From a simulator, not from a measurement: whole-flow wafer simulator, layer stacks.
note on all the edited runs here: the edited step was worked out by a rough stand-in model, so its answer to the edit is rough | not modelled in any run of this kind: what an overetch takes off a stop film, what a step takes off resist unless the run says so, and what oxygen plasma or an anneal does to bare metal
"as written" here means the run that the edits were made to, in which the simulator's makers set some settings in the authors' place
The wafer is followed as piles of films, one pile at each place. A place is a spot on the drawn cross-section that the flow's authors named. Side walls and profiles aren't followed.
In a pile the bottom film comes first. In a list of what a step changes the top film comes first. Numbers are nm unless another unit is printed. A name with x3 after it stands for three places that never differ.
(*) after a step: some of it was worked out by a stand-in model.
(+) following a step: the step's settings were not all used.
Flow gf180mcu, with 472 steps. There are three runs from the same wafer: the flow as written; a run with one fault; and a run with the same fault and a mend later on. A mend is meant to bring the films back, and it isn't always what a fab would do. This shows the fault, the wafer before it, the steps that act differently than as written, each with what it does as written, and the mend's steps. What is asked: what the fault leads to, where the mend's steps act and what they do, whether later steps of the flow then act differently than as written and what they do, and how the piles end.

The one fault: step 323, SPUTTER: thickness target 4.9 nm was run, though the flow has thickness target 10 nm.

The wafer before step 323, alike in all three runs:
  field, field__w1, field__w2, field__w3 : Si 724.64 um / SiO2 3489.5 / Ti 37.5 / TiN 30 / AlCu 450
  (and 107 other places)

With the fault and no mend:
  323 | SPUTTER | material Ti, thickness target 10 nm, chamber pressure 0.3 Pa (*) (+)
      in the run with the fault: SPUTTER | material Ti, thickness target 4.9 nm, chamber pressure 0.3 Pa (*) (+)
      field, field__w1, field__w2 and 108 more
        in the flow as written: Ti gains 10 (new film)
        in the run with the fault: Ti gains 4.9 (new film)
  Later steps of the flow acting differently than as written (5 other steps are not shown; they differ only slightly, by no more than 2% or 0.5 nm, whichever is larger):
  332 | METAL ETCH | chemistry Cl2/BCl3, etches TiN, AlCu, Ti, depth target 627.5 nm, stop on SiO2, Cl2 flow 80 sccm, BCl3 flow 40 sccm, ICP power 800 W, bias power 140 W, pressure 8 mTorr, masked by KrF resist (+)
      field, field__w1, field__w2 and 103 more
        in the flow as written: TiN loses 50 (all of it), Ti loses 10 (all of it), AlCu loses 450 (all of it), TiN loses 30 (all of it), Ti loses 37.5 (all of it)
        in the run with the fault: TiN loses 50 (all of it), Ti loses 4.9 (all of it), AlCu loses 450 (all of it), TiN loses 30 (all of it), Ti loses 37.5 (all of it)
  By the end, the piles at field__w8, contact, m1, m1__w1, m1_nw depart from the flow's by more than 2% or 0.5 nm, whichever is larger.
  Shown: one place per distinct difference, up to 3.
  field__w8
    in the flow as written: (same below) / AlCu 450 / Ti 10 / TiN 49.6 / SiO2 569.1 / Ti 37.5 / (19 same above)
    in the run with the fault: (same below) / AlCu 450 / Ti 4.9 / TiN 49.6 / SiO2 574.2 / Ti 37.5 / (19 same above)
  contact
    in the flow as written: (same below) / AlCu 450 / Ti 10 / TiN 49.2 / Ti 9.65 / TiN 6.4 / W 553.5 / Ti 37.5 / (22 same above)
    in the run with the fault: (same below) / AlCu 450 / Ti 4.9 / TiN 49.2 / Ti 9.62 / TiN 6.38 / W 558.6 / Ti 37.5 / (22 same above)

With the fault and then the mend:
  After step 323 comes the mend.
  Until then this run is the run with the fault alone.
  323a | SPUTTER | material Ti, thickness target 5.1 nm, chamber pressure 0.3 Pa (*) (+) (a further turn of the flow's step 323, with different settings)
      field, field__w1, field__w2 and 108 more
        Ti gains 5.1
  Later steps of the flow that are run all act as written at every place that is followed.
  At every place that both follow, the piles at the end match the flow's.
